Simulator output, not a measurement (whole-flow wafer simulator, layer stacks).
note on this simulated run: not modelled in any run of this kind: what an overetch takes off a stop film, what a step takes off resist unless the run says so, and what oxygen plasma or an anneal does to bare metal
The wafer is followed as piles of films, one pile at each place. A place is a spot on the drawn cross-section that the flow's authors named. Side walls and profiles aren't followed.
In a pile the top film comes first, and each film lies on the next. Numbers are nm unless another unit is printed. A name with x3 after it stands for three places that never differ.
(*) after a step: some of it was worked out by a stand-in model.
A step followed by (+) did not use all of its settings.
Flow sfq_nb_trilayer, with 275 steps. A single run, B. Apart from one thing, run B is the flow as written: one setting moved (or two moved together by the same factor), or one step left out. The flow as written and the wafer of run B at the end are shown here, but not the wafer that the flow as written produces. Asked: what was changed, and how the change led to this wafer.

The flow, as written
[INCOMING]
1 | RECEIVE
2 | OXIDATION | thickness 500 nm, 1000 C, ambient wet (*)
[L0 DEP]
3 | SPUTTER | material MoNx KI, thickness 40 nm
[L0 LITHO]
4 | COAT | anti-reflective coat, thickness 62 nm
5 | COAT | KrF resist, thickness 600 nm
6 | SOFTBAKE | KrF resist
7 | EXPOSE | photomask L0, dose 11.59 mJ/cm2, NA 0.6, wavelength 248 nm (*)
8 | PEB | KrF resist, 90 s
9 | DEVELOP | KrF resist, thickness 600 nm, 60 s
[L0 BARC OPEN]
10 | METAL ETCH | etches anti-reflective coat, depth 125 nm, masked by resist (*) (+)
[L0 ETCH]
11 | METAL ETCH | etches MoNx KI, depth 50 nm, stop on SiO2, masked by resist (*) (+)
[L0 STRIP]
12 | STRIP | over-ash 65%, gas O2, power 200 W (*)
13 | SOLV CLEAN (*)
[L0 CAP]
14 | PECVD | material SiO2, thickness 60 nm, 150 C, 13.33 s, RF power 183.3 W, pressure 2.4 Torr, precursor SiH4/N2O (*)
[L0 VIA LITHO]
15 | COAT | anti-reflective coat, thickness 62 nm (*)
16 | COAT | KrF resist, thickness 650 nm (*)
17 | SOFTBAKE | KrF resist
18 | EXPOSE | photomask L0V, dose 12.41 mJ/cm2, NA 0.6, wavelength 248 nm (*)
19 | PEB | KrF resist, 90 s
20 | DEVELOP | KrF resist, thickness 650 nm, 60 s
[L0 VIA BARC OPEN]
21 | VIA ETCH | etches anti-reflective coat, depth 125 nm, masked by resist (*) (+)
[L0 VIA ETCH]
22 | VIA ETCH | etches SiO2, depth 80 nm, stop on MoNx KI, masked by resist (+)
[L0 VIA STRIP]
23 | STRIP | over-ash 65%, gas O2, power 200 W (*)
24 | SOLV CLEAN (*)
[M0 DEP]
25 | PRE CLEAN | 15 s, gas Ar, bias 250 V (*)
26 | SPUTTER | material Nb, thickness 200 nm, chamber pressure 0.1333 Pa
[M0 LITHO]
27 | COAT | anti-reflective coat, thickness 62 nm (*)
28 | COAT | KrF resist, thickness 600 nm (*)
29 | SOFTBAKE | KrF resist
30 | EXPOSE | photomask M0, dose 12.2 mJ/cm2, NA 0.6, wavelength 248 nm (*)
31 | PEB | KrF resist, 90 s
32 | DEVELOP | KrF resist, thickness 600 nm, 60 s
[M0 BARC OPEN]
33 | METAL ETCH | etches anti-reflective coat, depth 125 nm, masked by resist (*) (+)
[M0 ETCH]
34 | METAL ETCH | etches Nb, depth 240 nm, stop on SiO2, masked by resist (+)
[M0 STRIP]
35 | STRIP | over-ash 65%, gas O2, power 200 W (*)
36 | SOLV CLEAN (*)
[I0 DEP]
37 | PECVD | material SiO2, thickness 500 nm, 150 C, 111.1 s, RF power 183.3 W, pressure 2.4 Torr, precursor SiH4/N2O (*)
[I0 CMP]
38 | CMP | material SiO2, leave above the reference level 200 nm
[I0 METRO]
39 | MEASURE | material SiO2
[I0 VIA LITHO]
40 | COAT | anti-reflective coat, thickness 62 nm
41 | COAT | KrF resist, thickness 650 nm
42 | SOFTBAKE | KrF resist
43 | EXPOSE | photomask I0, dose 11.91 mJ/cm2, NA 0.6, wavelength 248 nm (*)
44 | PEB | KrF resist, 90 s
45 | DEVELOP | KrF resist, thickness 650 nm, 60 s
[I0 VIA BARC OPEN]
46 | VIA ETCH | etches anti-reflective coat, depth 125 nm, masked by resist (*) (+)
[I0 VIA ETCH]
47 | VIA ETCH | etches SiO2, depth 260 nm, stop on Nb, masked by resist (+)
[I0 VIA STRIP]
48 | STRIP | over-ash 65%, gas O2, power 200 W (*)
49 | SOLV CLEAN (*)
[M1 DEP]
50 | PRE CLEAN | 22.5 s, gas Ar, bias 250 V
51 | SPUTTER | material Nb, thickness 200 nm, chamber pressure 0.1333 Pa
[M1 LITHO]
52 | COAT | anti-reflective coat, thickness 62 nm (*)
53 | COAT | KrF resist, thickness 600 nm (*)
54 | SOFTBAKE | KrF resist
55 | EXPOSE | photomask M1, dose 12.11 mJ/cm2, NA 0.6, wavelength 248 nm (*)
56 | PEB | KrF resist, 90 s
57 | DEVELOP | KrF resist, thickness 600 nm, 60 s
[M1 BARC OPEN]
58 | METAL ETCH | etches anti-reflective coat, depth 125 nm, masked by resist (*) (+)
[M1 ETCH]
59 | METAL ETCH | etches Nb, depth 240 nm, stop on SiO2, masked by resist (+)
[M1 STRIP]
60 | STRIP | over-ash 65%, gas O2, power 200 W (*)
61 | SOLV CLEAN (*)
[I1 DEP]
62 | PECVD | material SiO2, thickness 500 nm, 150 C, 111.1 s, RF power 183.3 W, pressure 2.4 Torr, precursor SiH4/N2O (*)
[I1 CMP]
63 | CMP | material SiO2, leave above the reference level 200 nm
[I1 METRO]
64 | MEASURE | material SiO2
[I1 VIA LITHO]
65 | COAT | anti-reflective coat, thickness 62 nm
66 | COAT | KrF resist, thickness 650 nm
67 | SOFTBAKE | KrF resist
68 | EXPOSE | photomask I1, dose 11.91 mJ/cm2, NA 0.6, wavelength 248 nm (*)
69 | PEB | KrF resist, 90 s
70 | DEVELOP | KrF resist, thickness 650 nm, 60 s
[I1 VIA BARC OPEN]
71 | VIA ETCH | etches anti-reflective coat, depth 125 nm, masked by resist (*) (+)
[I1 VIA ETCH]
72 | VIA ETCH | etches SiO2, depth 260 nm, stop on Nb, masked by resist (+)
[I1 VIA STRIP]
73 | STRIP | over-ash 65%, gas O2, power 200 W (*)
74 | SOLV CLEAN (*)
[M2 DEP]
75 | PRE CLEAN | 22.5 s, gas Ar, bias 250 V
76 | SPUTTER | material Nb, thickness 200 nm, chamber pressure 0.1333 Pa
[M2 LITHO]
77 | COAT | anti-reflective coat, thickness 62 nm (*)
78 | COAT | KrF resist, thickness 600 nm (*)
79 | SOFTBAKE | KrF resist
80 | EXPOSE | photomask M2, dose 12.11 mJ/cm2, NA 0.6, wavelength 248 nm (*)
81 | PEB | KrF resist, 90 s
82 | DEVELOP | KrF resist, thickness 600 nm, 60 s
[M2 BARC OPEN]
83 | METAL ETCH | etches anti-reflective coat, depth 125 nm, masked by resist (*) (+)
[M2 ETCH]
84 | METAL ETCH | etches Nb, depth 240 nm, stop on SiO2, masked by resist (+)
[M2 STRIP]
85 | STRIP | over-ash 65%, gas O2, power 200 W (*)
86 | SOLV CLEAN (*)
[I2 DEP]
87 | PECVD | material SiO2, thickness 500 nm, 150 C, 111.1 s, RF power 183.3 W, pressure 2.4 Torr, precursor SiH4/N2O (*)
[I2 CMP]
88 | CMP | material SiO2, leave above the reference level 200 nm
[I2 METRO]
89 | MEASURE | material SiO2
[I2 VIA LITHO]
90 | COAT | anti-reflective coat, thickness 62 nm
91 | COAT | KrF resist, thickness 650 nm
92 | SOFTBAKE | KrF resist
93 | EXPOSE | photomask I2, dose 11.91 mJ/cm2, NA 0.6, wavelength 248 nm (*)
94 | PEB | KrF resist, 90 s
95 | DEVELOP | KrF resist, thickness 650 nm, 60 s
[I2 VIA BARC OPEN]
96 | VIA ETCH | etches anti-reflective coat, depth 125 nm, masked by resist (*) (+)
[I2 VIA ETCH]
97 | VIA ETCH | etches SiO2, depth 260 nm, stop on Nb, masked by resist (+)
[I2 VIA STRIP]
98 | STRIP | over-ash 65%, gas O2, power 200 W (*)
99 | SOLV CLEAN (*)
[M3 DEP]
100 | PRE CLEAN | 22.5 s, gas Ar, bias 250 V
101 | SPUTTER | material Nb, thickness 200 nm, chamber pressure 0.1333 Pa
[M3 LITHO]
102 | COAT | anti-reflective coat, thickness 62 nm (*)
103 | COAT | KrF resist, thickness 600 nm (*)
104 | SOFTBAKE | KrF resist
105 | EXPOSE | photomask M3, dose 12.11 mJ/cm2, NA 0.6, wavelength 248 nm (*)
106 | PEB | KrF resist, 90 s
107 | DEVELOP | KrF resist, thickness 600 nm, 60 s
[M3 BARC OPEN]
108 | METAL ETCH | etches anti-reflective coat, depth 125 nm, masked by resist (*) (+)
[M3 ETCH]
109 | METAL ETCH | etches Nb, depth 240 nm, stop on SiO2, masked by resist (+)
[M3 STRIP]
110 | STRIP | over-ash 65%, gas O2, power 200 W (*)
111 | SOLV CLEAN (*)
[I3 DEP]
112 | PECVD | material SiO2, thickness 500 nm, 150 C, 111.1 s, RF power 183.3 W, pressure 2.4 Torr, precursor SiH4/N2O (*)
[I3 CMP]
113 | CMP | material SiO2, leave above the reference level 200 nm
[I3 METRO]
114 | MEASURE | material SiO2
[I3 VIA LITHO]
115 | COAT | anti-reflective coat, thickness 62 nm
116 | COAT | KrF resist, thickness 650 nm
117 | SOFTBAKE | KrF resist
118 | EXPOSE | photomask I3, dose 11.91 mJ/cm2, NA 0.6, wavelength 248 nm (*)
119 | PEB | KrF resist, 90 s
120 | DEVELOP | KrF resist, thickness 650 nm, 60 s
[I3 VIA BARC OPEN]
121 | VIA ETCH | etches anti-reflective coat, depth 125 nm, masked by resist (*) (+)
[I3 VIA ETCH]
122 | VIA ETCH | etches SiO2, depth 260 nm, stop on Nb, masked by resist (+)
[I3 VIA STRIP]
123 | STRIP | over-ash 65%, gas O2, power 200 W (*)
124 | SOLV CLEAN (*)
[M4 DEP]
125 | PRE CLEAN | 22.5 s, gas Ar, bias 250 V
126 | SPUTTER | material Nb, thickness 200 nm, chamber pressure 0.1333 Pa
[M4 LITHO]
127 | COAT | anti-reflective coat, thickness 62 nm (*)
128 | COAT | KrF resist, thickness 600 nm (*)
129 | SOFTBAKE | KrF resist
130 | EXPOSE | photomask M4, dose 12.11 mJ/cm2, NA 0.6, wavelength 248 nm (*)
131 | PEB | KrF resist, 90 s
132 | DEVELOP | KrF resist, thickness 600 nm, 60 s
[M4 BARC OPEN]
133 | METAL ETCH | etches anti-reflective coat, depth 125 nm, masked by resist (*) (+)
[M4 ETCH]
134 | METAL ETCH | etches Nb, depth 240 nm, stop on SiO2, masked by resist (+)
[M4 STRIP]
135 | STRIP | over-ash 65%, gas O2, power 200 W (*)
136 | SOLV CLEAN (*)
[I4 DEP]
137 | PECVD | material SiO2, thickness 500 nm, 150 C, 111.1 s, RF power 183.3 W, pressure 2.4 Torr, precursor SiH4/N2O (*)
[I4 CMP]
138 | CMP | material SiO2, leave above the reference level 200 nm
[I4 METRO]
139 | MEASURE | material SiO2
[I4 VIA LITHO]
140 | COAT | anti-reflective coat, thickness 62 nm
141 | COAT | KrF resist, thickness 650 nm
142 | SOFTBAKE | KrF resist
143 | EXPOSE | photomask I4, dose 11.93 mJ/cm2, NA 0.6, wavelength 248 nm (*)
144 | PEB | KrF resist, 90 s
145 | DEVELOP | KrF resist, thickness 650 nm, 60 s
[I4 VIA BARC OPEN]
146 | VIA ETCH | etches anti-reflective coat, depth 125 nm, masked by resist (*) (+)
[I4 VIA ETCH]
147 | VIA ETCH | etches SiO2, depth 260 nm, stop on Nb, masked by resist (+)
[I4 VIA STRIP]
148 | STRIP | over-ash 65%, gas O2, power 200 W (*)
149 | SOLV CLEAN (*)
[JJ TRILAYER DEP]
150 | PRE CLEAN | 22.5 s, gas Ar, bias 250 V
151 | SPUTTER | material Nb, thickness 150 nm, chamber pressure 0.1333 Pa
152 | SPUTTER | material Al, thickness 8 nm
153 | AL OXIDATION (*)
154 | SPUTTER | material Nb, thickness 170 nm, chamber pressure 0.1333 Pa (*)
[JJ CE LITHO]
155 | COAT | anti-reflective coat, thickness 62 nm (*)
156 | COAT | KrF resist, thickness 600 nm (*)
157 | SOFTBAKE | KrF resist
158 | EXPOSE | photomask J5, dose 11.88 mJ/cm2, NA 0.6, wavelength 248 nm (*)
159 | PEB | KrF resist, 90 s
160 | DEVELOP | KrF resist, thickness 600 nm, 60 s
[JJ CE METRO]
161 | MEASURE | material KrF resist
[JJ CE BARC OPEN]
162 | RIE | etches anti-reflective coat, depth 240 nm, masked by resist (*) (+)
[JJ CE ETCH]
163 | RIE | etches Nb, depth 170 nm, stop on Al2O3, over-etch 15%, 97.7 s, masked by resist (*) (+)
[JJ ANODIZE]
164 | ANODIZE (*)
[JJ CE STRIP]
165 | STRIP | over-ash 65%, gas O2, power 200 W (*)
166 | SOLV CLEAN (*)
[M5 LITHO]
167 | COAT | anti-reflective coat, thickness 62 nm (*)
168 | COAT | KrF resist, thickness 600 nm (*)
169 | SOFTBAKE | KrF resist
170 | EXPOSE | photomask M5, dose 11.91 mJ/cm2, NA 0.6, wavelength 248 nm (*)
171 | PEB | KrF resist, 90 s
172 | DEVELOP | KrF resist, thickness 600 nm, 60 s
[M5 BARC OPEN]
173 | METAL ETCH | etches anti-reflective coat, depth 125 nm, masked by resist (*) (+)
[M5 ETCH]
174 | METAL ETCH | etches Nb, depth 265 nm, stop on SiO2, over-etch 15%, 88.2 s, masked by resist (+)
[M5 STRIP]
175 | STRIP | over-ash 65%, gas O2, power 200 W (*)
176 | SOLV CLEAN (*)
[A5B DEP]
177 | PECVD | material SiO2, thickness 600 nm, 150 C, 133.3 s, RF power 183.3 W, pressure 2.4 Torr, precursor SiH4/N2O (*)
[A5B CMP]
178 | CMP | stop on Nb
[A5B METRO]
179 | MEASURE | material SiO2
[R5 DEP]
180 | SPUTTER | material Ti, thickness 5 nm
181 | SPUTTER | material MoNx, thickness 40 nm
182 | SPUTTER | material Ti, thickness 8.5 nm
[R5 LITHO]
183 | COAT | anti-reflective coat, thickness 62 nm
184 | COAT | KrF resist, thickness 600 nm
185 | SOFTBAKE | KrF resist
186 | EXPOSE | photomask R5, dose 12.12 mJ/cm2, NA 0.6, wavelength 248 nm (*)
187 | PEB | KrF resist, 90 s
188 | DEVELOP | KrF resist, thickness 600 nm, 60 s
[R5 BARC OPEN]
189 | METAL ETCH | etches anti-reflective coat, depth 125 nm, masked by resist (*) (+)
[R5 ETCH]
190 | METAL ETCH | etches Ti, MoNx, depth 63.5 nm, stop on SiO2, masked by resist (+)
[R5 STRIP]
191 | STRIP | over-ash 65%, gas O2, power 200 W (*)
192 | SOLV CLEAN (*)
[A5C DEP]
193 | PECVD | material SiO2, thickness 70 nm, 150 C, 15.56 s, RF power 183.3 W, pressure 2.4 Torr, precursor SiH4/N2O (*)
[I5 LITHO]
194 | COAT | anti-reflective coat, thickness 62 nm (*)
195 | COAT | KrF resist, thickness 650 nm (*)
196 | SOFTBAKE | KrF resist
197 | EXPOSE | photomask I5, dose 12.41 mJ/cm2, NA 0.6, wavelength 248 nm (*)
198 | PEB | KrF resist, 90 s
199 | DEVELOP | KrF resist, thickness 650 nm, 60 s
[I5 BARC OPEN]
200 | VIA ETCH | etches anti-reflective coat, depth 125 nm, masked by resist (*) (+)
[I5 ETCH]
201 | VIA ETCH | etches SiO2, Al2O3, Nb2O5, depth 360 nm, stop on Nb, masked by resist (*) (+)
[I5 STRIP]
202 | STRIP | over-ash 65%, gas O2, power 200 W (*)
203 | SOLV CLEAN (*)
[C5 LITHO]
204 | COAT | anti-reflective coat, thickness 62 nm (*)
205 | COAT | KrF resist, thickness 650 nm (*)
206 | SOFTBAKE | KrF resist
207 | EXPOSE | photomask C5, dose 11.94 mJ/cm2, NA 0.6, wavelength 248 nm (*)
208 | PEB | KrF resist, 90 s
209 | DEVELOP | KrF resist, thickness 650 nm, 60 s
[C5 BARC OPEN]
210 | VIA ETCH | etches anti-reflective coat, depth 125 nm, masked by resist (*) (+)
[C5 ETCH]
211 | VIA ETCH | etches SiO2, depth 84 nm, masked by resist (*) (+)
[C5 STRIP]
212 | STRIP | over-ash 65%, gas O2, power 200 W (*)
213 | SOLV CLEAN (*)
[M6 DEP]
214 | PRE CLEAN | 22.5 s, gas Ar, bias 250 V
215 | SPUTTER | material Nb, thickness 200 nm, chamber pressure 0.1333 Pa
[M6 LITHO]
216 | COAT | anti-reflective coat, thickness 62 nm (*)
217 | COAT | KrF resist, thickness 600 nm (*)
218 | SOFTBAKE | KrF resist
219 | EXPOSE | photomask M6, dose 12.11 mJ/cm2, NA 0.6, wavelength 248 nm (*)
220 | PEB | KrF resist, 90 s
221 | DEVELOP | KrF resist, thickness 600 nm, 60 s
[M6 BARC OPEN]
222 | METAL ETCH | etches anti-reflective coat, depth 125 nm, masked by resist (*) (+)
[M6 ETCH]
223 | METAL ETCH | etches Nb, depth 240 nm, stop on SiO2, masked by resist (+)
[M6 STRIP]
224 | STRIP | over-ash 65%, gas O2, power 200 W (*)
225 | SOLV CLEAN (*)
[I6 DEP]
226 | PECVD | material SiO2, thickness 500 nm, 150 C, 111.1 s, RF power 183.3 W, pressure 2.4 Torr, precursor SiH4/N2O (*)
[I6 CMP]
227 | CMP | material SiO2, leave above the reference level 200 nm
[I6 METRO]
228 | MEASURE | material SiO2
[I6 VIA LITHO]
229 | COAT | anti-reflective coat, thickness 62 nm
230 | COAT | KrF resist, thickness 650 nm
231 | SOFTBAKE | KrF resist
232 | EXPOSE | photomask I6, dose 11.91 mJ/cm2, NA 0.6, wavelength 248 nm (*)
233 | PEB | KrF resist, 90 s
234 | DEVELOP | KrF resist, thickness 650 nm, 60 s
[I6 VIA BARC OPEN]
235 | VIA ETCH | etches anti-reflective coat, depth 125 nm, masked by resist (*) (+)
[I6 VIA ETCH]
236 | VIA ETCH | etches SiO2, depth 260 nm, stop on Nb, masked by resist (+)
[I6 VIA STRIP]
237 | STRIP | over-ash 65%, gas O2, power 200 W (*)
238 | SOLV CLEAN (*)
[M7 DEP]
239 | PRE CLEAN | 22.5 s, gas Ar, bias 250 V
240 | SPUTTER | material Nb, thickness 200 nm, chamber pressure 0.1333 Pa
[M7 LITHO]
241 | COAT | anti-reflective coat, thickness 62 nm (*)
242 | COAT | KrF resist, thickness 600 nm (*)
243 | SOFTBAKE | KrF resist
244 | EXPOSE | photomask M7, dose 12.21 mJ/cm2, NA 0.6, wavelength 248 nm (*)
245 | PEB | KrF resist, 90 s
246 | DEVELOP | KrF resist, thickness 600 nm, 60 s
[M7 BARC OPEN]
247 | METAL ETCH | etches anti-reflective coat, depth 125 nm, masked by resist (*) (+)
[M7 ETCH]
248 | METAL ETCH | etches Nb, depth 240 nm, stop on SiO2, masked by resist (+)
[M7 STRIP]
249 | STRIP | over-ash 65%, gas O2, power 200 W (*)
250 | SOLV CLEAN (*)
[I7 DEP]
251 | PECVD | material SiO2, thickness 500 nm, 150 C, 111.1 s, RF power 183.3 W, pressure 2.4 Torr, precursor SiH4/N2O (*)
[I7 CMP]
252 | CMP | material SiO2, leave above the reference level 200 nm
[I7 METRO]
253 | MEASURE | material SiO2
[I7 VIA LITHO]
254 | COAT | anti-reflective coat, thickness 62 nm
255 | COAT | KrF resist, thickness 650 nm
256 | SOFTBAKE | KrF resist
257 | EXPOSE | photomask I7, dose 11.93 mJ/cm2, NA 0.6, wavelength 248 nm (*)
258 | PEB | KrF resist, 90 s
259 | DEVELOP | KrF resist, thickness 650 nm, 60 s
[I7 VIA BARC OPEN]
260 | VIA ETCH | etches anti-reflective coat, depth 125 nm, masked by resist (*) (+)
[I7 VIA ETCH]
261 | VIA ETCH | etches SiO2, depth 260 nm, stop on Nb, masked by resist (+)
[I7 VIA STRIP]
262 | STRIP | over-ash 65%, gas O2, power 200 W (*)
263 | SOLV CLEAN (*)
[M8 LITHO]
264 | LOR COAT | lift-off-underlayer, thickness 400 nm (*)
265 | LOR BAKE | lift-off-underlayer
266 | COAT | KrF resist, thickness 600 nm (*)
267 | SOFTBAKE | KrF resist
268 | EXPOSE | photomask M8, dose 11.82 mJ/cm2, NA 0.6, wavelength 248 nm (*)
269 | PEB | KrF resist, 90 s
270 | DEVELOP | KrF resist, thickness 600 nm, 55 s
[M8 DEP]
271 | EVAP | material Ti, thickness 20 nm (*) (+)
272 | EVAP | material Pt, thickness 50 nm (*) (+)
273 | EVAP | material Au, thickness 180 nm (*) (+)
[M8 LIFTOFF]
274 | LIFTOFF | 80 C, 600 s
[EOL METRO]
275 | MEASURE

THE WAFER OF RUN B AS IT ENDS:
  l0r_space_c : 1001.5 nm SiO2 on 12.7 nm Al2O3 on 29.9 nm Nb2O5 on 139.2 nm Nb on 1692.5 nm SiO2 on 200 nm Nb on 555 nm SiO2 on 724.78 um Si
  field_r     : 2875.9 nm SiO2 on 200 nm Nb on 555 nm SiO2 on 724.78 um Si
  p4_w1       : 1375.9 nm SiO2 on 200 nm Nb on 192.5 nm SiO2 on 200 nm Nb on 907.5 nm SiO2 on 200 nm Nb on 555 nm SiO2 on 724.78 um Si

The reason: step 63, CMP: leave above the reference level 130 nm was run, though the flow has leave above the reference level 200 nm.

The path from the change to this, step by step:
  63 | CMP | material SiO2, leave above the reference level 200 nm
      field_l, be, be_sur and 72 more: -170 SiO2 (it would be, as written: -100 SiO2)
      v_sur, via_wl, via_wr and 20 more: -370 SiO2 (it would be, as written: -300 SiO2)
      (as well as at 8 more places)
  72 | VIA ETCH | etches SiO2, depth 260 nm, stop on Nb, masked by resist (+)
      field_l, v_sur, via_wl and 102 more: -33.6 KrF resist (it would be, as written: -44.8 KrF resist)
      via_v: -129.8 SiO2 (all of it) (it would be, as written: -199.8 SiO2 (all of it))
  73 | STRIP | over-ash 65%, gas O2, power 200 W (*)
      field_l, v_sur, via_wl and 102 more: -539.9 KrF resist (all of it), -62 anti-reflective coat (all of it) (it would be, as written: -528.6 KrF resist (all of it), -62 anti-reflective coat (all of it))
  76 | SPUTTER | material Nb, thickness 200 nm, chamber pressure 0.1333 Pa
      via_v: +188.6 Nb (it would be, as written: +174.5 Nb)
  77 | COAT | anti-reflective coat, thickness 62 nm (*)
      via_sp: +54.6 anti-reflective coat (new film) (it would be, as written: +53.2 anti-reflective coat (new film))
      via_v: +107.4 anti-reflective coat (new film) (it would be, as written: +123.1 anti-reflective coat (new film))
      (as well as at 1 more place)
  78 | COAT | KrF resist, thickness 600 nm (*)
      via_v: +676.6 KrF resist (new film) (it would be, as written: +733.7 KrF resist (new film))
  85 | STRIP | over-ash 65%, gas O2, power 200 W (*)
      via_sp: -379.1 KrF resist (all of it), -54.6 anti-reflective coat (all of it) (it would be, as written: -374.4 KrF resist (all of it), -53.2 anti-reflective coat (all of it))
      via_v: -458.8 KrF resist (all of it), -107.4 anti-reflective coat (all of it) (it would be, as written: -515.8 KrF resist (all of it), -123.1 anti-reflective coat (all of it))
      (as well as at 1 more place)
  87 | PECVD | material SiO2, thickness 500 nm, 150 C, 111.1 s, RF power 183.3 W, pressure 2.4 Torr, precursor SiH4/N2O (*)
      via_v: +500 SiO2 (new film) (it would be, as written: +606 SiO2 (new film))
  88 | CMP | material SiO2, leave above the reference level 200 nm
      via_v: -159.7 SiO2 (it would be, as written: -181.6 SiO2)
